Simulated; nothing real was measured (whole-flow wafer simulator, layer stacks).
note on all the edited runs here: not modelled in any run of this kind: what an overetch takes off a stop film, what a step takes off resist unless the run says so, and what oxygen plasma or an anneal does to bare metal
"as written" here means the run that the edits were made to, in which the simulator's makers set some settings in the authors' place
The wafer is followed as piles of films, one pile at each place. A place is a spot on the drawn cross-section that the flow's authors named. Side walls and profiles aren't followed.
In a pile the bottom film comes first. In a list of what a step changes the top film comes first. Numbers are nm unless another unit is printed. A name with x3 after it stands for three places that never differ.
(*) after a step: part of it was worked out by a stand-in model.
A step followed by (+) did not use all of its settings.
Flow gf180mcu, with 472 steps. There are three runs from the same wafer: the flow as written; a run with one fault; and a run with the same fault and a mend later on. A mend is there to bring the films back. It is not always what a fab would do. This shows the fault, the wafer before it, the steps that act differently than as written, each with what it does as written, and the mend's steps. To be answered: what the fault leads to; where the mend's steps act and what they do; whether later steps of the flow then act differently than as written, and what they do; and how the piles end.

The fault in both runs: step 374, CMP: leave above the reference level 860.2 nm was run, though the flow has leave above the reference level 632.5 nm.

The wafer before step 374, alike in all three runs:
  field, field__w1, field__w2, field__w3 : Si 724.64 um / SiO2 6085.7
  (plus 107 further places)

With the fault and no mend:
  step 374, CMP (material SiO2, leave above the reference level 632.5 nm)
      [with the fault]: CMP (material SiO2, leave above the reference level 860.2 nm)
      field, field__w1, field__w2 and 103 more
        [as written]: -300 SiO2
        [with the fault]: -72.3 SiO2
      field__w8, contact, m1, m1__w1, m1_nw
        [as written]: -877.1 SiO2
        [with the fault]: -649.4 SiO2
  Later steps of the flow acting differently than as written:
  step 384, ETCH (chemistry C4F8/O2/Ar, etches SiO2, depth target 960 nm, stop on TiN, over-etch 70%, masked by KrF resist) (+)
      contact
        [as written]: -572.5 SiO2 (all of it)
        [with the fault]: -800.2 SiO2 (all of it)
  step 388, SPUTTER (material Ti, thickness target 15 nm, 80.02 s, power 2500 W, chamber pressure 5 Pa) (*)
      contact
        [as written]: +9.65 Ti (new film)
        [with the fault]: +8.46 Ti (new film)
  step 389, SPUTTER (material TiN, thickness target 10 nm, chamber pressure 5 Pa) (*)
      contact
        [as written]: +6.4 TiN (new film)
        [with the fault]: +5.61 TiN (new film)
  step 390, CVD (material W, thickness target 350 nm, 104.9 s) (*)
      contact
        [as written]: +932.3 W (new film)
        [with the fault]: +1162 W (new film)
  At field, field__w1, field__w2 and 109 more, the piles at the end differ from the flow's by more than 2% or 0.5 nm, whichever is larger.
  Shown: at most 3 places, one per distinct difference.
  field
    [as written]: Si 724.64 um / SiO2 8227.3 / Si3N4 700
    [with the fault]: Si 724.64 um / SiO2 8455 / Si3N4 700
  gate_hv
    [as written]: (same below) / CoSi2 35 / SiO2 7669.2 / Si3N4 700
    [with the fault]: (same below) / CoSi2 35 / SiO2 7896.9 / Si3N4 700
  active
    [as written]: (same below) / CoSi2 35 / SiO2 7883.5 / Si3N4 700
    [with the fault]: (same below) / CoSi2 35 / SiO2 8111.2 / Si3N4 700

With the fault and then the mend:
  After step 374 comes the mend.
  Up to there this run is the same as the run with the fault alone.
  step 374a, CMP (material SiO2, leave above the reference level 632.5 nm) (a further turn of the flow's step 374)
      field, field__w1, field__w2 and 108 more
        -227.7 SiO2
  None of the later steps of the flow acts differently than as written at any place that is followed.
  The piles end the same as the flow's at every place that both follow.
